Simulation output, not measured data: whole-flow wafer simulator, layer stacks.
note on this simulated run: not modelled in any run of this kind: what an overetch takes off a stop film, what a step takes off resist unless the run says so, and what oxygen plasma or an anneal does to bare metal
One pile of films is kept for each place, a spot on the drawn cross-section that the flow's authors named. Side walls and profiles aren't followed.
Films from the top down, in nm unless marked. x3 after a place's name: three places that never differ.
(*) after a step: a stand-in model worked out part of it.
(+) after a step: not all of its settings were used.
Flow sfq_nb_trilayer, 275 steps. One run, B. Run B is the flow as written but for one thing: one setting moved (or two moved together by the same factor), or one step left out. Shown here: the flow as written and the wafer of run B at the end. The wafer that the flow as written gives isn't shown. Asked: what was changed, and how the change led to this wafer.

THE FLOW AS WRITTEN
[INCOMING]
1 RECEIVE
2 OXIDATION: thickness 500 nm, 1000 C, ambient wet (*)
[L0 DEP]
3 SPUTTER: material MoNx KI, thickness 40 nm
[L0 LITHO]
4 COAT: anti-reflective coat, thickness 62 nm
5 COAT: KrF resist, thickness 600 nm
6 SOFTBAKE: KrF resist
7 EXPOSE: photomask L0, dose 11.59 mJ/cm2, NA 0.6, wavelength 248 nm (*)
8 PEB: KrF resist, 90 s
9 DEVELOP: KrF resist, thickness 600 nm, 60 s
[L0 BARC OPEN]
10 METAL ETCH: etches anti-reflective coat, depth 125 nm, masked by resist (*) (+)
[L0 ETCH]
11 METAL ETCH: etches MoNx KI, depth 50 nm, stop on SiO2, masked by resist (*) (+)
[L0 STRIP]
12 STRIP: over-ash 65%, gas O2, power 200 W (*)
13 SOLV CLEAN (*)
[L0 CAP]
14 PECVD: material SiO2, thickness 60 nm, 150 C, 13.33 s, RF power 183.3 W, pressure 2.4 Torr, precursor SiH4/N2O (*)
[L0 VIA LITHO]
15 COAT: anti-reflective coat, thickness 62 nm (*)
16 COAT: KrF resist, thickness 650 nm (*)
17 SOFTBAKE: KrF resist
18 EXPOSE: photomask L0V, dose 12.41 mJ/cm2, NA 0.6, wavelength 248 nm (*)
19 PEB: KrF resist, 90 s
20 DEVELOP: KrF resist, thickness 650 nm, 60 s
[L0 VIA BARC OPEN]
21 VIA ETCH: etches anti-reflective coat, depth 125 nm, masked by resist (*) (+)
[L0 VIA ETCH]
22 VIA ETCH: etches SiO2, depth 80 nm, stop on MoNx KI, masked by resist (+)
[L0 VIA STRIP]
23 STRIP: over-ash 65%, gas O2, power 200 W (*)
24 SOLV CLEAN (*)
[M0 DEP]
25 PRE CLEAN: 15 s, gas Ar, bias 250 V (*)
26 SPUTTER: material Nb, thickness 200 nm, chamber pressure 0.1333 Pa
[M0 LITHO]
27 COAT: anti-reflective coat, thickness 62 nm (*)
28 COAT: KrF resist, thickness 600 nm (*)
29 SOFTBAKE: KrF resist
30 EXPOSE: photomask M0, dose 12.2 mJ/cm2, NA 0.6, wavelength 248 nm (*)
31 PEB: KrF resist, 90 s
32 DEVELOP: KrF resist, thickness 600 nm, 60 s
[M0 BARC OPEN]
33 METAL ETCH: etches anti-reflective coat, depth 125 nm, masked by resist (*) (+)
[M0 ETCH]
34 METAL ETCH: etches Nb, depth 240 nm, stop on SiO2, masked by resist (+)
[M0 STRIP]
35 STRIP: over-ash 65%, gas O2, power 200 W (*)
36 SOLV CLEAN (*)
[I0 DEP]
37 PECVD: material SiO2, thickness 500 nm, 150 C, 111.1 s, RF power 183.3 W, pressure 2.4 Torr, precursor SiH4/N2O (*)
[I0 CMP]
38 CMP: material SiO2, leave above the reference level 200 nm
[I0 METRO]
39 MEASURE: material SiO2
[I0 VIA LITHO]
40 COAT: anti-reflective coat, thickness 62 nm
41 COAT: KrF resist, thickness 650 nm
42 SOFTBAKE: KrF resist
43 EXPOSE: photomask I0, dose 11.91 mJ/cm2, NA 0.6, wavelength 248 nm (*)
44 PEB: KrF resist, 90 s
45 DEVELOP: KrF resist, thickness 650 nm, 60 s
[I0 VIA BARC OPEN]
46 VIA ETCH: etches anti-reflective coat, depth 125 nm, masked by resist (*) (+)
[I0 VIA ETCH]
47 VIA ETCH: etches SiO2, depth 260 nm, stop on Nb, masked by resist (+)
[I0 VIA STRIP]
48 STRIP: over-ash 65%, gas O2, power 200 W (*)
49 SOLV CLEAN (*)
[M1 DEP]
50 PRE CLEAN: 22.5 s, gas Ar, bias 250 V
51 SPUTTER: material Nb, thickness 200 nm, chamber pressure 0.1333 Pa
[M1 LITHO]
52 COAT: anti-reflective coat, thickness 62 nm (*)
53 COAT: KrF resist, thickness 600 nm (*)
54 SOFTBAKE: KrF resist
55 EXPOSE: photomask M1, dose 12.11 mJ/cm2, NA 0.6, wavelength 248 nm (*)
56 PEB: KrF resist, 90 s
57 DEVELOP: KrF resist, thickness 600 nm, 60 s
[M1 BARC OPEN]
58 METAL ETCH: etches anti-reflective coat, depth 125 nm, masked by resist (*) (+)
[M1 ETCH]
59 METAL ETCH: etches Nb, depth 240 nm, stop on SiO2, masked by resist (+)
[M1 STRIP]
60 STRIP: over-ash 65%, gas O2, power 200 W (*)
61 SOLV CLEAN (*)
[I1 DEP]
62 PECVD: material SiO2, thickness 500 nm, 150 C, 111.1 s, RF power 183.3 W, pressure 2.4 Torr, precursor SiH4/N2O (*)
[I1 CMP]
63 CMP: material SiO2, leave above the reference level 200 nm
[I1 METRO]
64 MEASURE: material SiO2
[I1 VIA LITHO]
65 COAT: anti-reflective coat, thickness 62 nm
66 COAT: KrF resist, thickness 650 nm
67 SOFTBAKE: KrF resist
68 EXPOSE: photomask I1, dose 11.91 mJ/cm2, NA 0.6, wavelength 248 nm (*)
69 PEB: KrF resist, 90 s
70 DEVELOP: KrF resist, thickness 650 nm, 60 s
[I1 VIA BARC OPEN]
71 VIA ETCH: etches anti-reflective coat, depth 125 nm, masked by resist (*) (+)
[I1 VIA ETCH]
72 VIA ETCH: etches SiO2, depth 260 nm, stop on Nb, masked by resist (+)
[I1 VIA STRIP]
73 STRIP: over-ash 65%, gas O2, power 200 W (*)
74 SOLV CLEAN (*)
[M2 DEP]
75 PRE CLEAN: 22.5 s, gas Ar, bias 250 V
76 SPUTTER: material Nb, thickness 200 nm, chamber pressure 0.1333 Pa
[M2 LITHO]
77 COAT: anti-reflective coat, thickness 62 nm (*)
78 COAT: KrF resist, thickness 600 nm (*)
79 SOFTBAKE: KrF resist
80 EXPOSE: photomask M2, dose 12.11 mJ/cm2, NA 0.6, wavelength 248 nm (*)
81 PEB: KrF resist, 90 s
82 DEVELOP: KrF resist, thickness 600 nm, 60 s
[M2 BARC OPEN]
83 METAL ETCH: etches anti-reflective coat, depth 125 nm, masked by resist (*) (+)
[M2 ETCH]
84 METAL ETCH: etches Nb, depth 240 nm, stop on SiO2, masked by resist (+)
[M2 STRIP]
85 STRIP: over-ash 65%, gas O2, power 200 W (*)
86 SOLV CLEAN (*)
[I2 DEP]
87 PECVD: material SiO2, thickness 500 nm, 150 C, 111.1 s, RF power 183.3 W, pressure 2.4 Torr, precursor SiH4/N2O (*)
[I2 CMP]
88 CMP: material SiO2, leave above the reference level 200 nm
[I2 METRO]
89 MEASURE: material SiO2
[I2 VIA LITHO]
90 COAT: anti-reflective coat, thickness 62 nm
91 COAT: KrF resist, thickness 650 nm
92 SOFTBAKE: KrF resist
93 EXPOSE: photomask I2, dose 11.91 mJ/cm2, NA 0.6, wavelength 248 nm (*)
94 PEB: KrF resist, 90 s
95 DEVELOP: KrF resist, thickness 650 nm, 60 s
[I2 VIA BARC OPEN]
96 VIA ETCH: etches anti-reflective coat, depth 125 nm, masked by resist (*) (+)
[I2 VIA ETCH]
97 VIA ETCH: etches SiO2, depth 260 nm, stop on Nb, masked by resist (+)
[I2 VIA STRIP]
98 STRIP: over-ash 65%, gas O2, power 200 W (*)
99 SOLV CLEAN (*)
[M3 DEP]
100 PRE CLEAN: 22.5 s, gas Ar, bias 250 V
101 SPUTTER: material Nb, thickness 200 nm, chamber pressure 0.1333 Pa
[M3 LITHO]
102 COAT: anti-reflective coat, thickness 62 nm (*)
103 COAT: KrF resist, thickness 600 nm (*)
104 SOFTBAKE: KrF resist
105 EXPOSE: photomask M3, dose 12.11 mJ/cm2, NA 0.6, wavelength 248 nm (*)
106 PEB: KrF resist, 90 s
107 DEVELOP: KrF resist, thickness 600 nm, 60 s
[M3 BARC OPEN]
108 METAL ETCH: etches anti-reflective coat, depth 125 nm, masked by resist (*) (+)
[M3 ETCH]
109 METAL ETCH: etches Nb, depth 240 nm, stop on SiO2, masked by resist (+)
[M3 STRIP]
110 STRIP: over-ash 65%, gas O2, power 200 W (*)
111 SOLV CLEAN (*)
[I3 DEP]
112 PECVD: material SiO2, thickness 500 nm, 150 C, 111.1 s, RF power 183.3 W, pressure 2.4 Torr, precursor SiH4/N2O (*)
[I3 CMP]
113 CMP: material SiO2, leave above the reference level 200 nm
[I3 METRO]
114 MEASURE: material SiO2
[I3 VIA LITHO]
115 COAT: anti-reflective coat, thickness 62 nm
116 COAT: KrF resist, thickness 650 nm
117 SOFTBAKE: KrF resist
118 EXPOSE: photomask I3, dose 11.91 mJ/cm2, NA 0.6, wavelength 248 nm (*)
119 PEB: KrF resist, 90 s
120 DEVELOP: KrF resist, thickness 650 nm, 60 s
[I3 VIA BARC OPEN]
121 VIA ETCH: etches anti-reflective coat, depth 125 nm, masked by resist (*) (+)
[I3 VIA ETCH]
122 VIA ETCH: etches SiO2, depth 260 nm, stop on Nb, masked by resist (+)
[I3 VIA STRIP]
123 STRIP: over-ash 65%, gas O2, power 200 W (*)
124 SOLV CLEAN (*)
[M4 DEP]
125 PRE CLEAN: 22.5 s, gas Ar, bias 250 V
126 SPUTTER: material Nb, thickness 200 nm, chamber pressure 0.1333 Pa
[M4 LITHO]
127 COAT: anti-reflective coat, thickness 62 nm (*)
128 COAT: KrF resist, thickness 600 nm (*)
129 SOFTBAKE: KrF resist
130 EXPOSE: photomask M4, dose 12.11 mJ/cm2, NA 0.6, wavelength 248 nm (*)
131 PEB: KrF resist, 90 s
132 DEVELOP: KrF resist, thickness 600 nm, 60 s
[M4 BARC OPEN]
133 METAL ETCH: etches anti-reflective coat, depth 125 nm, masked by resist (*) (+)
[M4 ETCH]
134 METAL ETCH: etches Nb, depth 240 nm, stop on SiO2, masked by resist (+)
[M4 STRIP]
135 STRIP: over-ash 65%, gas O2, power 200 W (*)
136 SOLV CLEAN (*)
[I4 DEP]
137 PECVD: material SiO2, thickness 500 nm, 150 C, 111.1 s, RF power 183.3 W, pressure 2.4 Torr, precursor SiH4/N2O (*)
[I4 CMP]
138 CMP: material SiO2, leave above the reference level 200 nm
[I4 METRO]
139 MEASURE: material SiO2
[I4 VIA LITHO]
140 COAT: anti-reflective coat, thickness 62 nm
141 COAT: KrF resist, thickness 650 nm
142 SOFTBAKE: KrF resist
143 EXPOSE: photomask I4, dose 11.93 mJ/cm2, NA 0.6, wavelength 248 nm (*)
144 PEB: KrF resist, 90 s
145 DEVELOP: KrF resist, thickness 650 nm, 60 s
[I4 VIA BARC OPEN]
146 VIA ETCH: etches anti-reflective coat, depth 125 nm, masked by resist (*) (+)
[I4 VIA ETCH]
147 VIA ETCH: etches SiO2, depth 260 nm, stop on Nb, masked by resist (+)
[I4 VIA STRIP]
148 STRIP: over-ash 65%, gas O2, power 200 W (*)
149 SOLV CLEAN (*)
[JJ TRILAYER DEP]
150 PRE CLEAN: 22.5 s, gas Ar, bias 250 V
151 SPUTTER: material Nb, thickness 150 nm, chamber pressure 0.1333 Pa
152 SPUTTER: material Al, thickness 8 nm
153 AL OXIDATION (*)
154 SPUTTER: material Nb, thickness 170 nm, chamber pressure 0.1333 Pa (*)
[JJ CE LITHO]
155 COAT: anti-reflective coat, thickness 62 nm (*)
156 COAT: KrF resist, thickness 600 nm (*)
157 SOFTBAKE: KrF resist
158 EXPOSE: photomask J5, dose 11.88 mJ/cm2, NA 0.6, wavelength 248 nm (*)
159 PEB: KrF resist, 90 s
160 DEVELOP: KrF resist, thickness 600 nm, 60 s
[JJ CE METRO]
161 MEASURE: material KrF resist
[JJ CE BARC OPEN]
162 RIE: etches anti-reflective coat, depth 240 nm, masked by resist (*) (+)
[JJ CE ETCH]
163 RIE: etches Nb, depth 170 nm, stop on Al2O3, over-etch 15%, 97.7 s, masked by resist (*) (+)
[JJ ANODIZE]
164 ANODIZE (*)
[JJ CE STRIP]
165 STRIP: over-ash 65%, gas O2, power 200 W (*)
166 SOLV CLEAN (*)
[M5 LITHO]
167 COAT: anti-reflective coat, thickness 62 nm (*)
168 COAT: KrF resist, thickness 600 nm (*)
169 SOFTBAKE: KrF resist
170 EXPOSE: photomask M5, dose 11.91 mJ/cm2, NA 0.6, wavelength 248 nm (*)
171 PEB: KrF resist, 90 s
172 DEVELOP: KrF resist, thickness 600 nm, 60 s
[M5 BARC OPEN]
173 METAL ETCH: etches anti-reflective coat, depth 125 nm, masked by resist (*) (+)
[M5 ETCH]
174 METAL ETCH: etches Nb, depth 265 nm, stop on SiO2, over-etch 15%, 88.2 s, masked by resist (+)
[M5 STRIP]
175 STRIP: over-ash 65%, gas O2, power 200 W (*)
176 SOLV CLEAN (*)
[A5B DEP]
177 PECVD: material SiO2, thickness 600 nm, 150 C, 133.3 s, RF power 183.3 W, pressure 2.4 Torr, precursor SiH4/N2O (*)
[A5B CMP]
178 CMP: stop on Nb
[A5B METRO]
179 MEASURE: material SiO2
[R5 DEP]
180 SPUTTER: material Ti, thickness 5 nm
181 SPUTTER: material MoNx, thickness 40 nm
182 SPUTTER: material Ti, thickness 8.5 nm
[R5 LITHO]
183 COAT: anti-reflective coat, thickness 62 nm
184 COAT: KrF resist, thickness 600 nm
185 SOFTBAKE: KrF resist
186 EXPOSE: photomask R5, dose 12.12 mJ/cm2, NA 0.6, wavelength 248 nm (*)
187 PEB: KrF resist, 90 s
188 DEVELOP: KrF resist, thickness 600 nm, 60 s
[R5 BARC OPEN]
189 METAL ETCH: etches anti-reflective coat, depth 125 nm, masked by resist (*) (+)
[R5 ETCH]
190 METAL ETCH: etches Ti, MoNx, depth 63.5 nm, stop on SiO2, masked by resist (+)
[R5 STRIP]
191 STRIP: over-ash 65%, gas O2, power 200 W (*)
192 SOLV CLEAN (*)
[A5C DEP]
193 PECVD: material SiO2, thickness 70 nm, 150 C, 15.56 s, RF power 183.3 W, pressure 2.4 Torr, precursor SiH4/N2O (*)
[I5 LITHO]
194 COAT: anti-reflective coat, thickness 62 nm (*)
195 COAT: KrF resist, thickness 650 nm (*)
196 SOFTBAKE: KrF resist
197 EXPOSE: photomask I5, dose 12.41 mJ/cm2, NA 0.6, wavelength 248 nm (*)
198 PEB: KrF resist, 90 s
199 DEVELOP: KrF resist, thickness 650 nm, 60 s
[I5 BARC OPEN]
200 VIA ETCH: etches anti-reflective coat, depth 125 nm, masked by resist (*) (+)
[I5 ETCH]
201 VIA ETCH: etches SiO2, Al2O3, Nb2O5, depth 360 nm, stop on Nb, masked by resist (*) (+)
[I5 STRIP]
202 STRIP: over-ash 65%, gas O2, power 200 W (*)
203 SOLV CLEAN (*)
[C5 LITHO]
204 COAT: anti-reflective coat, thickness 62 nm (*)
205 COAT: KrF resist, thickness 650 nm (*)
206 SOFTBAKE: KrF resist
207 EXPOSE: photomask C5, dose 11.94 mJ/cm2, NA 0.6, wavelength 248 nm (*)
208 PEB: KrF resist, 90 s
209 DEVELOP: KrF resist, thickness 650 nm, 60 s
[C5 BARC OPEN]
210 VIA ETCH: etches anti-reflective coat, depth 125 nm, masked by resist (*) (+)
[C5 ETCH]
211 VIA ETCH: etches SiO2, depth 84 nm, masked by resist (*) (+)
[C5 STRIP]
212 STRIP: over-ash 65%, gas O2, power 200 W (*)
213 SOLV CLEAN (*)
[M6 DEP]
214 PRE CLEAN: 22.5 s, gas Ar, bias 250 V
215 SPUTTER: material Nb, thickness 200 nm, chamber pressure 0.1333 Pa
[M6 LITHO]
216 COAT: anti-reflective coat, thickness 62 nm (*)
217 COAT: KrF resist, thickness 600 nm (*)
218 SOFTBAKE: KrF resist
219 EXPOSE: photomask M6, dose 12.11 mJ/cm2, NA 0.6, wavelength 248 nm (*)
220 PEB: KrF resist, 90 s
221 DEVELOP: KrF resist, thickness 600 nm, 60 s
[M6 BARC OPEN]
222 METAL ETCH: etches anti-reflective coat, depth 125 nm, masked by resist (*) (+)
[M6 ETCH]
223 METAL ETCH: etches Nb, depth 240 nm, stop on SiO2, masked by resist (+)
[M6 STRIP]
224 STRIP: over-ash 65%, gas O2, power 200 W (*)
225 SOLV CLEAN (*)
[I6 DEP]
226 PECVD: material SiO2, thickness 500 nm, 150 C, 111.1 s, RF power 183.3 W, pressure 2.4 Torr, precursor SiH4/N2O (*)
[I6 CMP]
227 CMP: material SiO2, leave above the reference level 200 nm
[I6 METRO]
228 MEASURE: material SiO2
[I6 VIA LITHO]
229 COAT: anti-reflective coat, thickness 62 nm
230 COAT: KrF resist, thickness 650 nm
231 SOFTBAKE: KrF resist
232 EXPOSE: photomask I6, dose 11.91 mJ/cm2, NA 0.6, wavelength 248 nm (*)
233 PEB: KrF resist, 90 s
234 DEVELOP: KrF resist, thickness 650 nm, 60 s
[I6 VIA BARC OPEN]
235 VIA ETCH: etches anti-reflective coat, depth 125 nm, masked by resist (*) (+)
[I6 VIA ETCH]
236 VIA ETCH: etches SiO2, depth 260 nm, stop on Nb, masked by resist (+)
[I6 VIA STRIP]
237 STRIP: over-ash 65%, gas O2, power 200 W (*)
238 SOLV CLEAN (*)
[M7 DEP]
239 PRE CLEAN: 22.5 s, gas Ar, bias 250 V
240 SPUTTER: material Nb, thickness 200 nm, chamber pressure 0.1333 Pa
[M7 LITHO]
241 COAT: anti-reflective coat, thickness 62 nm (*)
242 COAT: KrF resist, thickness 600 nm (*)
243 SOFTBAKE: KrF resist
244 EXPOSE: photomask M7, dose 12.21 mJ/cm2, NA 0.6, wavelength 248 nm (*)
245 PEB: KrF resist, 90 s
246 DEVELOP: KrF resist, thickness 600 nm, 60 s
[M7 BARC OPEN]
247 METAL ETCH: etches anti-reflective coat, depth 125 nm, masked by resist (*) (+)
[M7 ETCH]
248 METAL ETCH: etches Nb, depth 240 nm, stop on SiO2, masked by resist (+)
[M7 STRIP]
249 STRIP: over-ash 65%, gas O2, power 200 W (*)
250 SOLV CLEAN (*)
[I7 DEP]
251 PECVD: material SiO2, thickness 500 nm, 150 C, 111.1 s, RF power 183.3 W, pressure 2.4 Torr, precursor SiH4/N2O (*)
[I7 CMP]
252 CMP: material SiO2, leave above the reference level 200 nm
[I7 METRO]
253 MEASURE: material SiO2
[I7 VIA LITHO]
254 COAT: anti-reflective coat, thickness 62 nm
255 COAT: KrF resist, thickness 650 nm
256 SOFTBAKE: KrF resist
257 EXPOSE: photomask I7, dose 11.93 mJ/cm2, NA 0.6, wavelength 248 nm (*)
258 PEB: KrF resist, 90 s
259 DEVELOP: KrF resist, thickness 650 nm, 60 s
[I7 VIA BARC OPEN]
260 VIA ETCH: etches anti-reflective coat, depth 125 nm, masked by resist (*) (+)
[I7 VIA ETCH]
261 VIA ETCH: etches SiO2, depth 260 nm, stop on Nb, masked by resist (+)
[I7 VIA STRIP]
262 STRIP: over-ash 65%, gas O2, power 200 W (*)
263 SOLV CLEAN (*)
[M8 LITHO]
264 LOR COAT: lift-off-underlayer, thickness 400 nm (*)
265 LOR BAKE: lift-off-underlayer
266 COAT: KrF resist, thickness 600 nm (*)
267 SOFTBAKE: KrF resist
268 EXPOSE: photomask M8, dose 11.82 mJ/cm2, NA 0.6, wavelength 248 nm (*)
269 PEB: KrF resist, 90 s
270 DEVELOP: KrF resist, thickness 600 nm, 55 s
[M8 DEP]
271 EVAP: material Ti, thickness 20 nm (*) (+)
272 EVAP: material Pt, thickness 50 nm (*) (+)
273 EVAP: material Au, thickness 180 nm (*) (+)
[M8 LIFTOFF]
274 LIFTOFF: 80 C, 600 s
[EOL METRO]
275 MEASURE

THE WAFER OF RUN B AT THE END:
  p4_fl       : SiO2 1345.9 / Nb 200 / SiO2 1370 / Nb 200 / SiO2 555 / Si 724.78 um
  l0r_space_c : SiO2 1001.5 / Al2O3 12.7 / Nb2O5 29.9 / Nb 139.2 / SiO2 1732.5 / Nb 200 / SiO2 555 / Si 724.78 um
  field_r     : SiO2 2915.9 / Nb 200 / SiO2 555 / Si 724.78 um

The cause: step 138, CMP: leave above the reference level 170 nm was run, where the flow has leave above the reference level 200 nm.

How the change led to this, step by step:
  138 CMP: material SiO2, leave above the reference level 200 nm
      field_l, be, be_sur and 55 more: SiO2 -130 (as written it would be: SiO2 -100)
      v_sur, via_wl, via_w and 35 more: SiO2 -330 (as written it would be: SiO2 -300)
      (and at 10 more places)
  147 VIA ETCH: etches SiO2, depth 260 nm, stop on Nb, masked by resist (+)
      field_l, v_sur, via_sp and 100 more: KrF resist -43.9 (as written it would be: KrF resist -44.8)
      via_wl, via_w, via_wr: SiO2 -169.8 (all of it) (as written it would be: SiO2 -199.8 (all of it))
  151 SPUTTER: material Nb, thickness 150 nm, chamber pressure 0.1333 Pa
      via_wl, via_w, via_wr: Nb +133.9 (as written it would be: Nb +130.4)
  154 SPUTTER: material Nb, thickness 170 nm, chamber pressure 0.1333 Pa (*)
      via_wl, via_wr: Nb +145.9 (new film) (as written it would be: Nb +140.7 (new film))
      via_w: Nb +146.2 (new film) (as written it would be: Nb +141 (new film))
  155 COAT: anti-reflective coat, thickness 62 nm (*)
      via_wl, via_wr: anti-reflective coat +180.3 (new film) (as written it would be: anti-reflective coat +209.4 (new film))
      v_sur: anti-reflective coat +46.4 (new film) (as written it would be: anti-reflective coat +45.1 (new film))
      (and at 1 more place)
  156 COAT: KrF resist, thickness 600 nm (*)
      via_w: KrF resist +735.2 (new film) (as written it would be: KrF resist +763.8 (new film))
  160 DEVELOP: KrF resist, thickness 600 nm, 60 s
      via_w: KrF resist -733.7 (all of it) (as written it would be: KrF resist -762.1 (all of it))
  162 RIE: etches anti-reflective coat, depth 240 nm, masked by resist (*) (+)
      ce_l, c5j, ce_r, wl_jj: KrF resist -180.3 (as written it would be: KrF resist -209.4)
      via_wl, via_wr: anti-reflective coat -180.3 (all of it) (as written it would be: anti-reflective coat -209.4 (all of it))
      (and at 2 more places)
  163 RIE: etches Nb, depth 170 nm, stop on Al2O3, over-etch 15%, 97.7 s, masked by resist (*) (+)
      via_wl, via_wr: Nb -145.9 (all of it), Al2O3 -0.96 (all of it) (as written it would be: Nb -140.7 (all of it), Al2O3 -0.96 (all of it))
      via_w: Nb -146.2 (all of it), Al2O3 -0.96 (all of it) (as written it would be: Nb -141 (all of it), Al2O3 -0.96 (all of it))
  165 STRIP: over-ash 65%, gas O2, power 200 W (*)
      c5j, ce_r: KrF resist -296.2 (all of it), anti-reflective coat -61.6 (all of it) (as written it would be: KrF resist -266.9 (all of it), anti-reflective coat -61.5 (all of it))
      ce_l: KrF resist -296.1 (all of it), anti-reflective coat -61.5 (all of it) (as written it would be: KrF resist -266.8 (all of it), anti-reflective coat -61.4 (all of it))
      (and at 1 more place)
  167 COAT: anti-reflective coat, thickness 62 nm (*)
      via_wl: anti-reflective coat +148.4 (new film) (as written it would be: anti-reflective coat +170.5 (new film))
      via_w: anti-reflective coat +82.4 (new film) (as written it would be: anti-reflective coat +84.1 (new film))
      (and at 3 more places)
  168 COAT: KrF resist, thickness 600 nm (*)
      via_w: KrF resist +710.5 (new film) (as written it would be: KrF resist +732.6 (new film))
  175 STRIP: over-ash 65%, gas O2, power 200 W (*)
      via_wl: KrF resist -423.6 (all of it), anti-reflective coat -148.4 (all of it) (as written it would be: KrF resist -427 (all of it), anti-reflective coat -170.5 (all of it))
      via_w: KrF resist -481.4 (all of it), anti-reflective coat -82.4 (all of it) (as written it would be: KrF resist -503.5 (all of it), anti-reflective coat -84.1 (all of it))
      (and at 3 more places)
  178 CMP: stop on Nb
      via_wl, via_wr: SiO2 -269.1 (as written it would be: SiO2 -235.7)
      via_w: SiO2 -268.6 (as written it would be: SiO2 -235.2)
